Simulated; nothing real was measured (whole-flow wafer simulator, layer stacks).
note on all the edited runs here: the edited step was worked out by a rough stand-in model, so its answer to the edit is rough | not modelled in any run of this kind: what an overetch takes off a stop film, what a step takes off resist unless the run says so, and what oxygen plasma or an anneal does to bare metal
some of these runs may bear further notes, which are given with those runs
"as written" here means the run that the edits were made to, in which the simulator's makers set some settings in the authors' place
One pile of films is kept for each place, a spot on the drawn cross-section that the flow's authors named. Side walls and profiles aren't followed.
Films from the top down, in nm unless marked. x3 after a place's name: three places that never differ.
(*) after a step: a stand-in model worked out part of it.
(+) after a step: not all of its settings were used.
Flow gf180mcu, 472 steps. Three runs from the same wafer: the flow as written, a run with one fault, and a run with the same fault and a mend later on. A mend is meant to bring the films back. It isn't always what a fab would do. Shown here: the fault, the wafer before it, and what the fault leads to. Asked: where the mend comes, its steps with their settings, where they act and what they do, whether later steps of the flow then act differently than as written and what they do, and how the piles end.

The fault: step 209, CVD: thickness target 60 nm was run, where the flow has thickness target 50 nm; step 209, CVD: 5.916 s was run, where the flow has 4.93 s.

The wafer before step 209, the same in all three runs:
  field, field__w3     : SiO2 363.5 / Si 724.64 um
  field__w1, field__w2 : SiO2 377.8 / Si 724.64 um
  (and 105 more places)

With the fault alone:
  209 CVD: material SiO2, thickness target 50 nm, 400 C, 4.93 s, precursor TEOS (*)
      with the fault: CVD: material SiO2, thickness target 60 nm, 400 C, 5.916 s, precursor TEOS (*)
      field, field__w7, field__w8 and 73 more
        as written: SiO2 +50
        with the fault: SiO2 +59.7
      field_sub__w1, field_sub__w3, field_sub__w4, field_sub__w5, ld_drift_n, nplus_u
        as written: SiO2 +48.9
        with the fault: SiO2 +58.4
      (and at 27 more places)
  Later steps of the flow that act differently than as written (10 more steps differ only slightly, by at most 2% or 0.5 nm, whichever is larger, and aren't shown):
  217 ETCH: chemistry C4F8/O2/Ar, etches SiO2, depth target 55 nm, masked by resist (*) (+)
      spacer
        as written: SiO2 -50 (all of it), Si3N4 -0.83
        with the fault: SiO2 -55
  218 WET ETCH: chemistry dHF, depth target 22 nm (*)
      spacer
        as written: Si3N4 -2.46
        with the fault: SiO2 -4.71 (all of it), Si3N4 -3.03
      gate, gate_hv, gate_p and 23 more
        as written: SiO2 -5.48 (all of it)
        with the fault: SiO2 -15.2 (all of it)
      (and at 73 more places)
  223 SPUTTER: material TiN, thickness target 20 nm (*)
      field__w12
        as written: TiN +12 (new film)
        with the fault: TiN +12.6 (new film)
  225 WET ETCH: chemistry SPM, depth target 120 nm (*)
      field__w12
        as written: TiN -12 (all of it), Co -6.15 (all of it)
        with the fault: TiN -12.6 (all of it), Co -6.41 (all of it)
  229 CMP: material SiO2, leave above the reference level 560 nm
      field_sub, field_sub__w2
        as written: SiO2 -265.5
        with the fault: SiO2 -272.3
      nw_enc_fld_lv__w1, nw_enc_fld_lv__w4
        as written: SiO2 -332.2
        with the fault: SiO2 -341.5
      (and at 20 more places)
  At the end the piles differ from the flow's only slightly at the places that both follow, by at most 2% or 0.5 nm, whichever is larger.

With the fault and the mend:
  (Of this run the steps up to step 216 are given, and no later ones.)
  The mend comes after step 209.
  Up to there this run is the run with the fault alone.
  209a WET ETCH: chemistry dHF, depth target 10 nm, 25 C, dilution 100:1 (the flow's step 17 once more, with other settings)
      field, field__w1, field__w2 and 106 more
        SiO2 -10
  No later step of the flow up to step 216 acts differently than as written, at any place that is followed, by more than 2% or 0.5 nm, whichever is larger.
  After step 216 the piles differ from the flow's only slightly at the places that both follow, by at most 2% or 0.5 nm, whichever is larger.
